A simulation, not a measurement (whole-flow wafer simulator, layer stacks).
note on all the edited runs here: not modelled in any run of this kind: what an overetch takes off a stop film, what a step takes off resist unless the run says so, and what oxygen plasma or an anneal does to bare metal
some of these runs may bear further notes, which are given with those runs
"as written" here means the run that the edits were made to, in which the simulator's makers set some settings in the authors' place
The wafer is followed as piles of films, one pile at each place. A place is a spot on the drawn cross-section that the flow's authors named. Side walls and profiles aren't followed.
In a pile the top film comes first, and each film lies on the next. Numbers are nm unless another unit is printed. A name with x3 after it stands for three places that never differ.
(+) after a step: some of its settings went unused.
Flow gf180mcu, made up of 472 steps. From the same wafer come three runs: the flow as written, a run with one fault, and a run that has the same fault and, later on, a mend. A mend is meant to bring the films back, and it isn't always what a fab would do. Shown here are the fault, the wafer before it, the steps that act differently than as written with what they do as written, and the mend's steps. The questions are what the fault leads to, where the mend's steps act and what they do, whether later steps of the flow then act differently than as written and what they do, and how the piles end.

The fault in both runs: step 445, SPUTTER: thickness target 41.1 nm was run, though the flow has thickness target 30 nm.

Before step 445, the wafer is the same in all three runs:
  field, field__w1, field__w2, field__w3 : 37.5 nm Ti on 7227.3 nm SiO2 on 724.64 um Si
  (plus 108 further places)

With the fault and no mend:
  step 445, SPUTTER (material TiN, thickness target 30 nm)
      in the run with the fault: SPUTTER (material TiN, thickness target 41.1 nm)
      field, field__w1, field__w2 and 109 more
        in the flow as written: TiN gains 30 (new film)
        in the run with the fault: TiN gains 41.1 (new film)
  Later steps of the flow acting differently than as written (not shown: 4 more steps that differ only slightly, by at most 2% or 0.5 nm, whichever is larger):
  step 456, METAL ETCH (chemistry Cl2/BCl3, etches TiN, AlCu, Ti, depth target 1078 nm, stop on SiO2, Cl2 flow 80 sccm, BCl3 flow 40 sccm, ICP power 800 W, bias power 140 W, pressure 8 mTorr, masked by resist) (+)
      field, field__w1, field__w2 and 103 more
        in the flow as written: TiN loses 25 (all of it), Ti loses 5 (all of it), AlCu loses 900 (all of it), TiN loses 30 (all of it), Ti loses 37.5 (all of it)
        in the run with the fault: TiN loses 25 (all of it), Ti loses 5 (all of it), AlCu loses 900 (all of it), TiN loses 41.1 (all of it), Ti loses 37.5 (all of it)
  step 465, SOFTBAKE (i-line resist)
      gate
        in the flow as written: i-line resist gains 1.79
        in the run with the fault: i-line resist loses 0.28
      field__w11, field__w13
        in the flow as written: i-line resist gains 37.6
        in the run with the fault: i-line resist gains 31.5
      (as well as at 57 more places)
  By the end, the piles at field__w8, contact, m1, m1__w1, pad, m1_nw depart from the flow's by more than 2% or 0.5 nm, whichever is larger.
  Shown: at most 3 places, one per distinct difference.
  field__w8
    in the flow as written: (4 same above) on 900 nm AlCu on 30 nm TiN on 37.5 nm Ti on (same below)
    in the run with the fault: (4 same above) on 900 nm AlCu on 41.1 nm TiN on 37.5 nm Ti on (same below)
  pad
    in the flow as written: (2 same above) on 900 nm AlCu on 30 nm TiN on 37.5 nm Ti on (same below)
    in the run with the fault: (2 same above) on 900 nm AlCu on 41.1 nm TiN on 37.5 nm Ti on (same below)

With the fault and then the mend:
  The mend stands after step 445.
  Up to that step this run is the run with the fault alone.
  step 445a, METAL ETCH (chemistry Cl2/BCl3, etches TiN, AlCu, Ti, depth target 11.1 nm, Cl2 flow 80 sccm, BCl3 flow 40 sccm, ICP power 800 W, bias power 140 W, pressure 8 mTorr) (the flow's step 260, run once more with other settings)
      field, field__w1, field__w2 and 109 more
        TiN loses 11.1
  Every later step of the flow that is run acts as written at every place that is followed.
  By the end, the piles equal the flow's at every place that both follow.
